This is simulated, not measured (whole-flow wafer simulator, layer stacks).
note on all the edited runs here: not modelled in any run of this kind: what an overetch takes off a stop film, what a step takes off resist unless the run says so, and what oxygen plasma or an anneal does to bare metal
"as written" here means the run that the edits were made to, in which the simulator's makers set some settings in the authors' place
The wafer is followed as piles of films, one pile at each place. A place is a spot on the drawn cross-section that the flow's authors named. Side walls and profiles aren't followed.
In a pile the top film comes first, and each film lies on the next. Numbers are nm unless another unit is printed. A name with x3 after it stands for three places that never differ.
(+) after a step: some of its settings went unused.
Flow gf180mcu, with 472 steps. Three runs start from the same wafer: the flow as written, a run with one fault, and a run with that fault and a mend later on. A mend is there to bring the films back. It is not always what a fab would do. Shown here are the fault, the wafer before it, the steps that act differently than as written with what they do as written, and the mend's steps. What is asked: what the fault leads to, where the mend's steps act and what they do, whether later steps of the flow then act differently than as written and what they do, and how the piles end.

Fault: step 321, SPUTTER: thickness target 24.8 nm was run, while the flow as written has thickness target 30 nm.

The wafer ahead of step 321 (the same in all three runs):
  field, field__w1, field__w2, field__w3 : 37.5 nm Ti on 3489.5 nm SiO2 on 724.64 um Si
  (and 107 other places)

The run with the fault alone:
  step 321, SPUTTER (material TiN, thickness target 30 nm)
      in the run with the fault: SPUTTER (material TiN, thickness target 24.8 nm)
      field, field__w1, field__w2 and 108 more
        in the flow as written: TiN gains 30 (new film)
        in the run with the fault: TiN gains 24.8 (new film)
  Steps further on in the flow that do not act as written (1 other step is not shown; it differs only slightly, by no more than 2% or 0.5 nm, whichever is larger):
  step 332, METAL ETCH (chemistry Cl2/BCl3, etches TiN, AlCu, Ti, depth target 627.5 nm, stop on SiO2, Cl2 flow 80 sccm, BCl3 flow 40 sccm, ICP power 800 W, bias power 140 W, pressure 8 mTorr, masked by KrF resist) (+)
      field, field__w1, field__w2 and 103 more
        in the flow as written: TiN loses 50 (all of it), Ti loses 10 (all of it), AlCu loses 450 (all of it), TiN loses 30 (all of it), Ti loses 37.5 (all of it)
        in the run with the fault: TiN loses 50 (all of it), Ti loses 10 (all of it), AlCu loses 450 (all of it), TiN loses 24.8 (all of it), Ti loses 37.5 (all of it)
  By the end, the piles at field__w8, contact, m1, m1__w1, m1_nw depart from the flow's by more than 2% or 0.5 nm, whichever is larger.
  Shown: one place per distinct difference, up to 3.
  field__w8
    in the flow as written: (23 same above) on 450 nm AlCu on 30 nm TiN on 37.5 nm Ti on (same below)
    in the run with the fault: (23 same above) on 450 nm AlCu on 24.8 nm TiN on 37.5 nm Ti on (same below)
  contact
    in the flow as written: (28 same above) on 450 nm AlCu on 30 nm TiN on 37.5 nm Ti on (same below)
    in the run with the fault: (28 same above) on 450 nm AlCu on 24.8 nm TiN on 37.5 nm Ti on (same below)

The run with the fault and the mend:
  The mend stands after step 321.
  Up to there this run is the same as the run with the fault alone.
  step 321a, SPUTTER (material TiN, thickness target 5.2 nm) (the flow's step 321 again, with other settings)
      field, field__w1, field__w2 and 108 more
        TiN gains 5.2
  None of the later steps of the flow acts differently than as written at any place that is followed.
  The piles end the same as the flow's at every place that both follow.
